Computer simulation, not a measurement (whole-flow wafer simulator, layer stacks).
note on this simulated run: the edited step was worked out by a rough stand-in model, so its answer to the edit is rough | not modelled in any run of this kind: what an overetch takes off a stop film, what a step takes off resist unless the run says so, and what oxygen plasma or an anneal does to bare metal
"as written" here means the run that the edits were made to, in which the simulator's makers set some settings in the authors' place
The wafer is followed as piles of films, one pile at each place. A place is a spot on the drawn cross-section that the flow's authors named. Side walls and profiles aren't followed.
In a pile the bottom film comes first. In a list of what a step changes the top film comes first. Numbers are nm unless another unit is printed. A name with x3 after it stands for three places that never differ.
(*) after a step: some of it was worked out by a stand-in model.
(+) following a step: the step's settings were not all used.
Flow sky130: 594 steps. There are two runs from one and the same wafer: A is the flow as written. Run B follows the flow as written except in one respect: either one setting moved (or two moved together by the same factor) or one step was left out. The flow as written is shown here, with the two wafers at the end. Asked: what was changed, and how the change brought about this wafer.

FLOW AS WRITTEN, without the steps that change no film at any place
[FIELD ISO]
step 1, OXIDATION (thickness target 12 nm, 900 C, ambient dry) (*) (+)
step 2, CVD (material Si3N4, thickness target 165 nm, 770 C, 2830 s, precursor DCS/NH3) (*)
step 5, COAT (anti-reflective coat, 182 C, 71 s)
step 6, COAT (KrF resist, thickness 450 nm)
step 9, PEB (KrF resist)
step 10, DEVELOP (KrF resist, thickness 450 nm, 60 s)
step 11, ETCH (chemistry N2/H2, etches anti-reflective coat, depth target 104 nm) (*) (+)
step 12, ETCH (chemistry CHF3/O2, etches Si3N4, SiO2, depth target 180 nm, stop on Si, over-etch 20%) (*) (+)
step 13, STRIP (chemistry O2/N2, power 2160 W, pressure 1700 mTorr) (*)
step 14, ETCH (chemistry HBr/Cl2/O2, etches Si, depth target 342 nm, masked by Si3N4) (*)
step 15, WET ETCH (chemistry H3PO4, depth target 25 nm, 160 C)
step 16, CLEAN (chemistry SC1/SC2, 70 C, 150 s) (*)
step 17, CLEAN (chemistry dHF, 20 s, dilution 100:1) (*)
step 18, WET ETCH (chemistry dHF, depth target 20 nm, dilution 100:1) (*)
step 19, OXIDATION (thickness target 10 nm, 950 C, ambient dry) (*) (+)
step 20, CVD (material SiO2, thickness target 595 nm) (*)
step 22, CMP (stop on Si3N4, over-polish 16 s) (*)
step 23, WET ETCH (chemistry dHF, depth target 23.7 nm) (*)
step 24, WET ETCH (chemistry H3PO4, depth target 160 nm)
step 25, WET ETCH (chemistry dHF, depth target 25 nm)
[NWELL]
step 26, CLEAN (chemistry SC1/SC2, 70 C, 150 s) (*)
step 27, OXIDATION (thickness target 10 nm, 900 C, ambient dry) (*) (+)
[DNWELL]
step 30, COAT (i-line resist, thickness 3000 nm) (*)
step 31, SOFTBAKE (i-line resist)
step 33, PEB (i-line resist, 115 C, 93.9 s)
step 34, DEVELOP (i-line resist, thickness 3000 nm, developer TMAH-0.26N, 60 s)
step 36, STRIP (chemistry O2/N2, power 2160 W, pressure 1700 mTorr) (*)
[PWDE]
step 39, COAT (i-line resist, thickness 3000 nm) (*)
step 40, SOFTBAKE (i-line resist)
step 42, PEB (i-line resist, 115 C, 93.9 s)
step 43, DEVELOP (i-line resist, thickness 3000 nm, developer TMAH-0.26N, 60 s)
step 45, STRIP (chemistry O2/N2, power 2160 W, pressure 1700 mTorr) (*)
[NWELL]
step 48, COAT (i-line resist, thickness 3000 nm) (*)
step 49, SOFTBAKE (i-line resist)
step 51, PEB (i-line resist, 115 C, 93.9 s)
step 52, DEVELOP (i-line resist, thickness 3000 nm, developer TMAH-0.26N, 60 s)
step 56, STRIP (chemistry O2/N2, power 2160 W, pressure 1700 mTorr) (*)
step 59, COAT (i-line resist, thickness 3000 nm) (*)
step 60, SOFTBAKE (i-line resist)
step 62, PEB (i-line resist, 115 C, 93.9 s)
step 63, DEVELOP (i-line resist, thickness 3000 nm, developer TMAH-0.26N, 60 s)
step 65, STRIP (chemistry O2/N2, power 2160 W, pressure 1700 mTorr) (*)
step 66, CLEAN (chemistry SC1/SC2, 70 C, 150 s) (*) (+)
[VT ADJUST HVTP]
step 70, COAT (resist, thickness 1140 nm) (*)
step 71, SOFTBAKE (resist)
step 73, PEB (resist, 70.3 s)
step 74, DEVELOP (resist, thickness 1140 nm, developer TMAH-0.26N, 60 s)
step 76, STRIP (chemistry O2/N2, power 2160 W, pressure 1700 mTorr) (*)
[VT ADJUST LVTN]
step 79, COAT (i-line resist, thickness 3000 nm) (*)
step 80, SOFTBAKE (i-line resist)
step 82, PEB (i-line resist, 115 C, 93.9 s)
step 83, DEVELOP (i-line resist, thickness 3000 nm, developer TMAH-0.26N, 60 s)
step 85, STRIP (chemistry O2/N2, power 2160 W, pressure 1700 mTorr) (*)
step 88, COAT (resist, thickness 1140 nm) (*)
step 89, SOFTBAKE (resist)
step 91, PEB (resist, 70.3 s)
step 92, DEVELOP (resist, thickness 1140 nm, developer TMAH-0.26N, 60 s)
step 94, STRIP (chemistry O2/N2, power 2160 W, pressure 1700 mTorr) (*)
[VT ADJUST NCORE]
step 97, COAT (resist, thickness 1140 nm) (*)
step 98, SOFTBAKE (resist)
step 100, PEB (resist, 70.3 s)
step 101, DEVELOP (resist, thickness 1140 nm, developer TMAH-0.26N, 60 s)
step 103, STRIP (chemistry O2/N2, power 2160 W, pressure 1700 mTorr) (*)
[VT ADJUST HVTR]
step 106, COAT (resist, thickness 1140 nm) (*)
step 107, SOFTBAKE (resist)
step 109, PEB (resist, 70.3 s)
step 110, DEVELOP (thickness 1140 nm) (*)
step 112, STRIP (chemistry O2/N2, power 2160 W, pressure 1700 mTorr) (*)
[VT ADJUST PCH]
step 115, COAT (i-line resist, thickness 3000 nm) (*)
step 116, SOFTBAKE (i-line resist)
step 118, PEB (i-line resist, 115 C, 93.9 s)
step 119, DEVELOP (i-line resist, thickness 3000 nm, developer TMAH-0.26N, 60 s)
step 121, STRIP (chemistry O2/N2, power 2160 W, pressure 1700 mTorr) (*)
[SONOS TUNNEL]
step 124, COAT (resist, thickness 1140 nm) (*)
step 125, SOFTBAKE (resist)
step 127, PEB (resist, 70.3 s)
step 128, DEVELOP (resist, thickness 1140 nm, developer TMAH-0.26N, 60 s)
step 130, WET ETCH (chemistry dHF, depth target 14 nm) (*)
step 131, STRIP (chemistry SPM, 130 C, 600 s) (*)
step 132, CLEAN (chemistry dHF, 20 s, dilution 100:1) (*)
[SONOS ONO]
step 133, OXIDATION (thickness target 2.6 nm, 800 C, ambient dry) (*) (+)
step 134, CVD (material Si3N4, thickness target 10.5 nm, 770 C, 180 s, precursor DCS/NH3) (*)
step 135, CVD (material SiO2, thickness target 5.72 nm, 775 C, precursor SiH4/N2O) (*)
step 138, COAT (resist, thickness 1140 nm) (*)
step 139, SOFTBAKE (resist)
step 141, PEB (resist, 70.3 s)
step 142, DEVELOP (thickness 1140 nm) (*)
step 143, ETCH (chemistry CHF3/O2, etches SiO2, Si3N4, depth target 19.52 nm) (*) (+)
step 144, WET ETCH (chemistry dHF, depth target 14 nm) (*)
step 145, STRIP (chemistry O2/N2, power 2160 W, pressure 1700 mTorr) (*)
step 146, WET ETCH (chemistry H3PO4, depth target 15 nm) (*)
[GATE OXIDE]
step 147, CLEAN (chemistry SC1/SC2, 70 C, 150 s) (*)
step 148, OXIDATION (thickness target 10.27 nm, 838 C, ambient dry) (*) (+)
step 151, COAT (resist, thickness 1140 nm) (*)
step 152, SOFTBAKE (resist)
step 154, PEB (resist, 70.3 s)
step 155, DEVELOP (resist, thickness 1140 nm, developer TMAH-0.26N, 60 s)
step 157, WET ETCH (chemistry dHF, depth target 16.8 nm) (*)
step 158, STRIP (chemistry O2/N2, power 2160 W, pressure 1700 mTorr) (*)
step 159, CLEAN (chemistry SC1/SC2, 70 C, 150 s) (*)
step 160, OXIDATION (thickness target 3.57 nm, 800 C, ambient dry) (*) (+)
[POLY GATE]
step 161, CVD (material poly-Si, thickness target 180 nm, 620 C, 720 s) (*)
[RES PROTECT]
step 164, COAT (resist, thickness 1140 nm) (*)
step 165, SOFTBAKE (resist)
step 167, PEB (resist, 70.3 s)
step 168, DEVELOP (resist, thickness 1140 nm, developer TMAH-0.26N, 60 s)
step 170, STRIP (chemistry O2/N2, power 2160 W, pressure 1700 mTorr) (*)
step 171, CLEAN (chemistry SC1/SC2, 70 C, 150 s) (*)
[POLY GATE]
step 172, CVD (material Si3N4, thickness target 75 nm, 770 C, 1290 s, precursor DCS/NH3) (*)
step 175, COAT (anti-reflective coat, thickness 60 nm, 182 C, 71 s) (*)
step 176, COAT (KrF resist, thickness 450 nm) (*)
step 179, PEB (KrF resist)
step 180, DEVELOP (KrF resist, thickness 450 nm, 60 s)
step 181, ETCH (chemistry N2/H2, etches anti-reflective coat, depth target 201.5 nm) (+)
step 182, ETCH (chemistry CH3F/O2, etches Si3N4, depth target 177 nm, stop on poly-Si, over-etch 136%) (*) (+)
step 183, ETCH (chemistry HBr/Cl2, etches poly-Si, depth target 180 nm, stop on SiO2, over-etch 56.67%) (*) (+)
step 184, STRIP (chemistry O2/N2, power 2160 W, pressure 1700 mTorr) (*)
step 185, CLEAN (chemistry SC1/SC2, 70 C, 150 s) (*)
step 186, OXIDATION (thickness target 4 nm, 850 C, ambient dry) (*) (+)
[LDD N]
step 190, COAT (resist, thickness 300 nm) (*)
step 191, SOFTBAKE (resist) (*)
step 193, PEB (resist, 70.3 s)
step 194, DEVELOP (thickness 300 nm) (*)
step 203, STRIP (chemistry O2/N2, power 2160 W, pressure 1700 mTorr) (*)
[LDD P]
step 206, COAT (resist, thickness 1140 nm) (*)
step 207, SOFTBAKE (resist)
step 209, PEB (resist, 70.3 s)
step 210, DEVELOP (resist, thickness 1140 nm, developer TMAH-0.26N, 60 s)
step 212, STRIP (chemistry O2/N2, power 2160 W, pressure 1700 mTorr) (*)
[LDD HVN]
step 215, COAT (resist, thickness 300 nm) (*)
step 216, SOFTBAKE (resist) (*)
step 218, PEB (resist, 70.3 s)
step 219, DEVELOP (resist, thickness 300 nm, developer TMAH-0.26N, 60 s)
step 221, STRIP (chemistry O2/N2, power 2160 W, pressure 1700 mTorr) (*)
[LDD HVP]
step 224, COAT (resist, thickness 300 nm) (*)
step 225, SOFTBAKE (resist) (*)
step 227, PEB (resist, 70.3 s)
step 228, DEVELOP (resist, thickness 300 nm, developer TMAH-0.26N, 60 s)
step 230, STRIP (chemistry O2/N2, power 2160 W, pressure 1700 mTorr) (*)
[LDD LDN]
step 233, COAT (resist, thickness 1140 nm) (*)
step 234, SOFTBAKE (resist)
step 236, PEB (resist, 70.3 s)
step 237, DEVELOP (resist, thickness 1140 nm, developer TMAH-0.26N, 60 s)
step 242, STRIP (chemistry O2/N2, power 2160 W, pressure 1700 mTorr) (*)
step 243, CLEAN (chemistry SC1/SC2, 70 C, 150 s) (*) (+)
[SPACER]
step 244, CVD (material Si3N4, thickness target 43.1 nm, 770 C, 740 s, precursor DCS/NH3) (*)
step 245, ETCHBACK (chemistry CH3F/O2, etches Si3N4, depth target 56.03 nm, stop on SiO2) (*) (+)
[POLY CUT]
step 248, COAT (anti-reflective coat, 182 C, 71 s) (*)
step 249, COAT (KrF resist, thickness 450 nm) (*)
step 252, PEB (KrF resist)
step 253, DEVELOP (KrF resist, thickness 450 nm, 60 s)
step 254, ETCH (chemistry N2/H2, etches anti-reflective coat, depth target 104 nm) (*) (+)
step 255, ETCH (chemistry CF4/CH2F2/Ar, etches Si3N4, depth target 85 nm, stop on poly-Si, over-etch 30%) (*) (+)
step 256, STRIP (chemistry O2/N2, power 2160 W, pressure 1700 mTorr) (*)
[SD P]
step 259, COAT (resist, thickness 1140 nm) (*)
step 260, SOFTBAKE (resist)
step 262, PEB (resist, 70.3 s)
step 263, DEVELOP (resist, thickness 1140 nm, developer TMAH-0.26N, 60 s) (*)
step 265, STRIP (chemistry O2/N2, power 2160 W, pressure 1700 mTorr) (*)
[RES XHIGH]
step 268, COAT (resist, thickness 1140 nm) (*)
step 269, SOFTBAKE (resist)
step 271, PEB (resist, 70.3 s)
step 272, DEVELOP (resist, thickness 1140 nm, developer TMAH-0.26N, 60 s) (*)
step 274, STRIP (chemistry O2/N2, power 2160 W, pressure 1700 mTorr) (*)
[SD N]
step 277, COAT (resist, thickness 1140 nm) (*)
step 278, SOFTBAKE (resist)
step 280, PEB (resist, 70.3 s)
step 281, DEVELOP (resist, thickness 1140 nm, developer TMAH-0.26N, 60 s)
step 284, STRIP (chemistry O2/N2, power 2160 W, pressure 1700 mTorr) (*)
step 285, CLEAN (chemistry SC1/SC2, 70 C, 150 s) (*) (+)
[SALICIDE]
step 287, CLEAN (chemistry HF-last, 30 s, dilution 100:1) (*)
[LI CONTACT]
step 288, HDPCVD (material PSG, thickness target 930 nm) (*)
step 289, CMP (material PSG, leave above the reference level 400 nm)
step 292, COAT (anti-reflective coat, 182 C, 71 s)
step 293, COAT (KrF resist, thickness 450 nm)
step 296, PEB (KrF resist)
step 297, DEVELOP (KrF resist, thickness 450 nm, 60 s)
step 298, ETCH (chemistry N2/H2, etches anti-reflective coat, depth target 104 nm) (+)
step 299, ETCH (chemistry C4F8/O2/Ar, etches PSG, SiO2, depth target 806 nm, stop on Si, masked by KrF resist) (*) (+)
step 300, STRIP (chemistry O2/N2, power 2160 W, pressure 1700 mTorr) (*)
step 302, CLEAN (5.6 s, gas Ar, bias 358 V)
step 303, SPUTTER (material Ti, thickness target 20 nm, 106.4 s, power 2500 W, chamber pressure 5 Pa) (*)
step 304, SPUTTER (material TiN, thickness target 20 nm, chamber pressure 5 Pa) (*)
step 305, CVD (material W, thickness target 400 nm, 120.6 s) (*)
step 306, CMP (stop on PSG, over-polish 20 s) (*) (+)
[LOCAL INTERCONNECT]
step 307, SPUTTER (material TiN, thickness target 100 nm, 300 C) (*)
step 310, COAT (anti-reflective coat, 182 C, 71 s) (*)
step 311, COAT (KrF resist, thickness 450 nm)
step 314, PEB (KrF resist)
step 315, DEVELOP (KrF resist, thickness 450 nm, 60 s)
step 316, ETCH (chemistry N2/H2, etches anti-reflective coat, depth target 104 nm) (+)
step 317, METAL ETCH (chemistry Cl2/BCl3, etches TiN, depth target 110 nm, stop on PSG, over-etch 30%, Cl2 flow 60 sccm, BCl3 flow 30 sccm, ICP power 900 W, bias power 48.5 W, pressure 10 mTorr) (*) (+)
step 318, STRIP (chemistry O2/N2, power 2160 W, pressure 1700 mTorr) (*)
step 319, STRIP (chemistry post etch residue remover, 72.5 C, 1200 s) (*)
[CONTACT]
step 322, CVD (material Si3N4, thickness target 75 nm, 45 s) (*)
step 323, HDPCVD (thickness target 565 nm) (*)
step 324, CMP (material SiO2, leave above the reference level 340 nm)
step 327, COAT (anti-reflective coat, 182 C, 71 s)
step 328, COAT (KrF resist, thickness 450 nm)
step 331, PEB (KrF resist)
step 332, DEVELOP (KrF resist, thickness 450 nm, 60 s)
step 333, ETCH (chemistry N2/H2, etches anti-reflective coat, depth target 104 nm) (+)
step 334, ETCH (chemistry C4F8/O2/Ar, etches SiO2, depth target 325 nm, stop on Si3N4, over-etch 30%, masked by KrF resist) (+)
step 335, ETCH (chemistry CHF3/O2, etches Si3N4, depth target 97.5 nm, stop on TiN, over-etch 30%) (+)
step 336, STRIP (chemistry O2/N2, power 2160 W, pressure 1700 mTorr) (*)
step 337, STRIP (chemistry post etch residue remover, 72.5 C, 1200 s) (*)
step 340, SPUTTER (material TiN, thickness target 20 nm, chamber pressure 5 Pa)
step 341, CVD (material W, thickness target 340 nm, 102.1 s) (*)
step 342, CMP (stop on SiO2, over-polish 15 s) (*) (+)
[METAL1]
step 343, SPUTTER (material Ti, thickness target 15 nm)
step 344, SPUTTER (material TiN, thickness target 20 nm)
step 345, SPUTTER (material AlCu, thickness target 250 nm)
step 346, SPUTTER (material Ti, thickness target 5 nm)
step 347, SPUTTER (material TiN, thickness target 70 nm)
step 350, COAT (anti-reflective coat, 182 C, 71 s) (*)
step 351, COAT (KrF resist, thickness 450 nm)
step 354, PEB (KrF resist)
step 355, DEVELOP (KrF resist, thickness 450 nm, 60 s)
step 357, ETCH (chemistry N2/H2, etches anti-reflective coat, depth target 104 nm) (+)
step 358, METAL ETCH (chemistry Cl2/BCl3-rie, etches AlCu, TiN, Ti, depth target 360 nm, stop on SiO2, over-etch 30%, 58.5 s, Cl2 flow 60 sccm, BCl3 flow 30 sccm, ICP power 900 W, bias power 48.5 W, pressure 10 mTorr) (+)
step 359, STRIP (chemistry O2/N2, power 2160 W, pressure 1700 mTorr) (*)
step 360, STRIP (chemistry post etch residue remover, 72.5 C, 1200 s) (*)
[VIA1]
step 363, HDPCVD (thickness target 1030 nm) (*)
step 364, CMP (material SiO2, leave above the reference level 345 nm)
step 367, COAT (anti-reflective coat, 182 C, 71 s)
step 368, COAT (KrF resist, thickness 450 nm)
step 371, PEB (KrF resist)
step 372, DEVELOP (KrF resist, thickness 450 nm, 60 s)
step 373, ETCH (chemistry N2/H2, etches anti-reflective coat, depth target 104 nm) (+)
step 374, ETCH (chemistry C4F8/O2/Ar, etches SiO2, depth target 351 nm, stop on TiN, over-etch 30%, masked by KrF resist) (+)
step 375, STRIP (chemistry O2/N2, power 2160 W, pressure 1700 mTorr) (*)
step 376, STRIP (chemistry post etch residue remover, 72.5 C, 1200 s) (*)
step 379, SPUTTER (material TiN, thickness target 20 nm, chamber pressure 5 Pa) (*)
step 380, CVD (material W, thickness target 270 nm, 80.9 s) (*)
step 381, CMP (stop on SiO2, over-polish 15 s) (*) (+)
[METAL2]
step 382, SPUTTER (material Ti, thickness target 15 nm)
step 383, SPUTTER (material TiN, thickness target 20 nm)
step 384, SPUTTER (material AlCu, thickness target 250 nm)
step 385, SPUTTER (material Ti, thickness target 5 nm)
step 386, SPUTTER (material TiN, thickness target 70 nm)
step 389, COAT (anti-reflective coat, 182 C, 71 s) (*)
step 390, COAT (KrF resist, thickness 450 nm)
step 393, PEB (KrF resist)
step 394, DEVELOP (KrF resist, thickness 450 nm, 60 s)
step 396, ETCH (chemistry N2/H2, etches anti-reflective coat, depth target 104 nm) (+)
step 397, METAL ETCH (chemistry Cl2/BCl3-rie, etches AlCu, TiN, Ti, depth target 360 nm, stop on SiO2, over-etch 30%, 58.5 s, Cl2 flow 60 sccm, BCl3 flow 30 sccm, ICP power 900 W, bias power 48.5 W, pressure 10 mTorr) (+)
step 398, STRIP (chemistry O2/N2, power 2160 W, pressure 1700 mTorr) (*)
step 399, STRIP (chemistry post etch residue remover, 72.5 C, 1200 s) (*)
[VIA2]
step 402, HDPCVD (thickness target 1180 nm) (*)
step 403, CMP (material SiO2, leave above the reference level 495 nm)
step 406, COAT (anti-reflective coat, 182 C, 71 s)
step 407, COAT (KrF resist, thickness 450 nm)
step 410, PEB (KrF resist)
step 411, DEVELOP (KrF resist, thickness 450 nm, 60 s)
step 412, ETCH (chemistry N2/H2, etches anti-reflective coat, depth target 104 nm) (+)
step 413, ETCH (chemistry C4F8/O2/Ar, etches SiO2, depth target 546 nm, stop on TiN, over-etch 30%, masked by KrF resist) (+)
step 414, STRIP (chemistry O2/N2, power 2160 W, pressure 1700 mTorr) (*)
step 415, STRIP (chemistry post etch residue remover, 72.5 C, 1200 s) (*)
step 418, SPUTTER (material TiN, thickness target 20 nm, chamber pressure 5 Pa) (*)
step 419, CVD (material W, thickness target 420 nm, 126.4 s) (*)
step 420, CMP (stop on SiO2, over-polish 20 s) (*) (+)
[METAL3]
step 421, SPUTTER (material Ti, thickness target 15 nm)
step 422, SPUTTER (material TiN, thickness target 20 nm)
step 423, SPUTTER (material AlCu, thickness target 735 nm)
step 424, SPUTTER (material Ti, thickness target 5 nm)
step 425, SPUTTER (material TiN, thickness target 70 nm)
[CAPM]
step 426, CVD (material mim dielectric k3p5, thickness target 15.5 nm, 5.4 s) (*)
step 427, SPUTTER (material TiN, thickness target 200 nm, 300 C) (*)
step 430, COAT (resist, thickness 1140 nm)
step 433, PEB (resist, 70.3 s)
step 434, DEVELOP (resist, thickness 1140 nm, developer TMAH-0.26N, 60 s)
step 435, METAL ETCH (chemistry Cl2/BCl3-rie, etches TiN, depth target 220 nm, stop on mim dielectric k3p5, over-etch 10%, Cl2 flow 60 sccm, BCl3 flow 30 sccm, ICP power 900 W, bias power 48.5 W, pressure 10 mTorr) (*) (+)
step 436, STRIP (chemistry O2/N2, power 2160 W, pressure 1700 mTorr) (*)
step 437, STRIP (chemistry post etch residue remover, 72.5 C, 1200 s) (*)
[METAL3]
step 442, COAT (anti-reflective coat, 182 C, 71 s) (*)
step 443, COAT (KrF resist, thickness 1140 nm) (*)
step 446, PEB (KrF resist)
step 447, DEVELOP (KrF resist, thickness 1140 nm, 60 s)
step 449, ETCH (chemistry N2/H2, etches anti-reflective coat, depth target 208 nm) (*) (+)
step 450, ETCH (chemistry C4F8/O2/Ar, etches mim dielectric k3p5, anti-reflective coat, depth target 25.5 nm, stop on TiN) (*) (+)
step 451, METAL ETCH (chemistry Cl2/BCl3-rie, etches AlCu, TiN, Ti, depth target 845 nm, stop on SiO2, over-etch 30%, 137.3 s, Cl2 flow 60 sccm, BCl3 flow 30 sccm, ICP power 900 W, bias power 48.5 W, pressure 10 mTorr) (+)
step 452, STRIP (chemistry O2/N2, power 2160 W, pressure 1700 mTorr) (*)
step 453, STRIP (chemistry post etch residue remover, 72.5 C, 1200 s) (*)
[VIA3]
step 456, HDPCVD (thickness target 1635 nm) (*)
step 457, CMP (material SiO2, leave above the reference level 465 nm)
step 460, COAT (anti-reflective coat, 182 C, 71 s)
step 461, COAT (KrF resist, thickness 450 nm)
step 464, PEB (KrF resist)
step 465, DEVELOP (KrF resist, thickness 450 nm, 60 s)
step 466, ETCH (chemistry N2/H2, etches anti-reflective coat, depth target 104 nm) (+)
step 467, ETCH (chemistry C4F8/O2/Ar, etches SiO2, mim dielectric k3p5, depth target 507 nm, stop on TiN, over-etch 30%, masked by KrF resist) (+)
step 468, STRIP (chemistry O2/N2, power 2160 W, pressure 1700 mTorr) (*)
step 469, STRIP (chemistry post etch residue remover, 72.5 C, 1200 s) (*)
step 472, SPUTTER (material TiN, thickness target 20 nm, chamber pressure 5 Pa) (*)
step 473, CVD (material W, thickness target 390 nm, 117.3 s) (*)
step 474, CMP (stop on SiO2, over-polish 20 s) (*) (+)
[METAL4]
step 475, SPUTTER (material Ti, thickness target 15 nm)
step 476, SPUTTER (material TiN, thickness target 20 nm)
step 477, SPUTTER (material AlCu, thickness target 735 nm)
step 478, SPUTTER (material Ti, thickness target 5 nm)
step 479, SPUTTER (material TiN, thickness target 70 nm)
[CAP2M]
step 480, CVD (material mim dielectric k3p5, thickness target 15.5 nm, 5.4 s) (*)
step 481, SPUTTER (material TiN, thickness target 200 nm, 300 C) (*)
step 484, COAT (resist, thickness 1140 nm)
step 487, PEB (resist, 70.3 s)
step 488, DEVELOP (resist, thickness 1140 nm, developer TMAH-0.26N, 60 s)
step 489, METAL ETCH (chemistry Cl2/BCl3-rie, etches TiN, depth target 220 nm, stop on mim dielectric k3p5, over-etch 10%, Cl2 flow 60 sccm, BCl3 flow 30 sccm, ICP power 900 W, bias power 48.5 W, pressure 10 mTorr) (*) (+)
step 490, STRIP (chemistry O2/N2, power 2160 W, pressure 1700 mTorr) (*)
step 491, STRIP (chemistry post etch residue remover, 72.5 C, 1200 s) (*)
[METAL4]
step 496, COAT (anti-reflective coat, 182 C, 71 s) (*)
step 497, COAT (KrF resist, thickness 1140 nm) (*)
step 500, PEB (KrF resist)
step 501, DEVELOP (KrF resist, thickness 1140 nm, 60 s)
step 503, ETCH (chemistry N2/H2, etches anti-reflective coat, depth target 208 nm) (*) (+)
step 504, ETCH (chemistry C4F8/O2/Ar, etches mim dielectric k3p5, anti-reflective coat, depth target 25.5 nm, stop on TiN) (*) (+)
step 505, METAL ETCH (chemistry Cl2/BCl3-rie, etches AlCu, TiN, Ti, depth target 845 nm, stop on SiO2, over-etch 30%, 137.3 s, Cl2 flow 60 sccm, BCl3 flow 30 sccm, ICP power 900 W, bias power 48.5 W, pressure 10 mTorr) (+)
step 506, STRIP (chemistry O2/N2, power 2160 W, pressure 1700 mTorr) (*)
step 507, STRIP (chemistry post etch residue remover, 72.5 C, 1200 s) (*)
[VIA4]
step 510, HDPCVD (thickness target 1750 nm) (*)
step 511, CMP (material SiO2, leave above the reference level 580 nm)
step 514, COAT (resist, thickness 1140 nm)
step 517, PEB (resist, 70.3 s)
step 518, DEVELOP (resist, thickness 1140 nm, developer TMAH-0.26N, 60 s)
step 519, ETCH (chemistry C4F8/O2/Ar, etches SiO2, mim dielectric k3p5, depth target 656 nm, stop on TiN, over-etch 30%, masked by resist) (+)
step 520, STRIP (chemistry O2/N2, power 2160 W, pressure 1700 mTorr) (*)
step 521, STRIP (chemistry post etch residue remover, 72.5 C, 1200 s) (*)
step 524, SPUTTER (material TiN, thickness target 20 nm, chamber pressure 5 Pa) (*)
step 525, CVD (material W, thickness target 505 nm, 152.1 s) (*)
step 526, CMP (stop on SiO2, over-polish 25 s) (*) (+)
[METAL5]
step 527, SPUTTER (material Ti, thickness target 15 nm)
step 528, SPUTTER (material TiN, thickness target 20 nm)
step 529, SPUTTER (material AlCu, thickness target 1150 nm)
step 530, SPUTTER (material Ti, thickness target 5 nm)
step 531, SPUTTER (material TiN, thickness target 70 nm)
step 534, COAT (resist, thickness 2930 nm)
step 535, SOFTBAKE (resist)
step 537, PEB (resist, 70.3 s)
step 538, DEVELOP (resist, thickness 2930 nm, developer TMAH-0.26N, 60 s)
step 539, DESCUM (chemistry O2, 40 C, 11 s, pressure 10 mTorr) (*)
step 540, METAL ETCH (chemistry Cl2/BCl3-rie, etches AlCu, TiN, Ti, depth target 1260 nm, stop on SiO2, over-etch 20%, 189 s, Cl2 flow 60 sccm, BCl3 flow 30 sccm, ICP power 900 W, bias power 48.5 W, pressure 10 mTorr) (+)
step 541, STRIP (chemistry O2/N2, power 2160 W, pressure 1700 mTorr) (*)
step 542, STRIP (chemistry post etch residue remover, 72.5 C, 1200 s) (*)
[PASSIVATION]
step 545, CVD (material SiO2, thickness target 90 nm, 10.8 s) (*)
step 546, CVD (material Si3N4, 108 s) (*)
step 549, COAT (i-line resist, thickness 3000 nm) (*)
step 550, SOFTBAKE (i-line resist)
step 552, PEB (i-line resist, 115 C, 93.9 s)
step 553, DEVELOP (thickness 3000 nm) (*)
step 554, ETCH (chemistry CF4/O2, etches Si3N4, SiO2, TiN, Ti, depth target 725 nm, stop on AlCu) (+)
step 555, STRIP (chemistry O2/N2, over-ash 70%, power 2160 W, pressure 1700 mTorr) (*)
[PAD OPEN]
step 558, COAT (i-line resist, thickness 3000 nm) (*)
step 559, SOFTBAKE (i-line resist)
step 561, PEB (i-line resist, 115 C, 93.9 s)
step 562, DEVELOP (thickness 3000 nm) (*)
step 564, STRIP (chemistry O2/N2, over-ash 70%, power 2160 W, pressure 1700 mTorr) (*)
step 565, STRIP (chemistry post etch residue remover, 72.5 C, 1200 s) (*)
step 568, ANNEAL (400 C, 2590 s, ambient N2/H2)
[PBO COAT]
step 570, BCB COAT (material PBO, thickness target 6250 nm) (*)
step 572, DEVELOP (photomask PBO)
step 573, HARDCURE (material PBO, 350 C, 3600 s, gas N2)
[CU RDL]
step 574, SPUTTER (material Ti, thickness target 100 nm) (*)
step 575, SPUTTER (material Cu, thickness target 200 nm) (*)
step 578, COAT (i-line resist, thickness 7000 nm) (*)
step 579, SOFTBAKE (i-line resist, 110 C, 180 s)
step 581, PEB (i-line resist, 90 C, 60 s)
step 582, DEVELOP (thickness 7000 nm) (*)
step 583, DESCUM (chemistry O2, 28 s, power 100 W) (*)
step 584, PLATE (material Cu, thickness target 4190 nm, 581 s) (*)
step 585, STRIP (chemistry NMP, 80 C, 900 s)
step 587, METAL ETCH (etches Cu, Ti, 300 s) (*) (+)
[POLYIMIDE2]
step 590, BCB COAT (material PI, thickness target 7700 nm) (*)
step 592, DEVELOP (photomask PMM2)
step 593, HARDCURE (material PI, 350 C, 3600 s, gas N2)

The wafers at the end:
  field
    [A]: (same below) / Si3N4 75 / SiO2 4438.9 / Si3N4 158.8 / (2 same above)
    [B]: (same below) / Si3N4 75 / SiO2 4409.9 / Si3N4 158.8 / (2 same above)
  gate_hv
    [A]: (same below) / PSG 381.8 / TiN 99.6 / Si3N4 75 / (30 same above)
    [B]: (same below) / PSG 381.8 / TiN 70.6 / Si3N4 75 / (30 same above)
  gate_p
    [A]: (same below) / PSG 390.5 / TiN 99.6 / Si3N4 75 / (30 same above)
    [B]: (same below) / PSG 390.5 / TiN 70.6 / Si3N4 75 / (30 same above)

The reason: step 307, SPUTTER: thickness target 71 nm was run, though the flow has thickness target 100 nm.

Step by step, how the change led to this:
  step 307, SPUTTER (material TiN, thickness target 100 nm, 300 C) (*)
      field, active, n_well and 188 more: A +100 TiN (new film) | B +71 TiN (new film)
  step 317, METAL ETCH (chemistry Cl2/BCl3, etches TiN, depth target 110 nm, stop on PSG, over-etch 30%, Cl2 flow 60 sccm, BCl3 flow 30 sccm, ICP power 900 W, bias power 48.5 W, pressure 10 mTorr) (*) (+)
      n_well, p_well, gate_hv and 97 more: A -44 KrF resist | B -36.2 KrF resist
      field, active, gate and 88 more: A -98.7 TiN (all of it) | B -69.7 TiN (all of it)
  step 318, STRIP (chemistry O2/N2, power 2160 W, pressure 1700 mTorr) (*)
      n_well, p_well, gate_hv and 93 more: A -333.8 KrF resist (all of it), -80 anti-reflective coat (all of it) | B -341.6 KrF resist (all of it), -80 anti-reflective coat (all of it)
      poly_licon, ndiff_licon_cpp, rpo_hd_licon: A -333.9 KrF resist (all of it), -80.5 anti-reflective coat (all of it) | B -341.6 KrF resist (all of it), -80.5 anti-reflective coat (all of it)
      (as well as at 1 more place)
  step 324, CMP (material SiO2, leave above the reference level 340 nm)
      field, active, gate and 88 more: A -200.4 SiO2 | B -229.4 SiO2
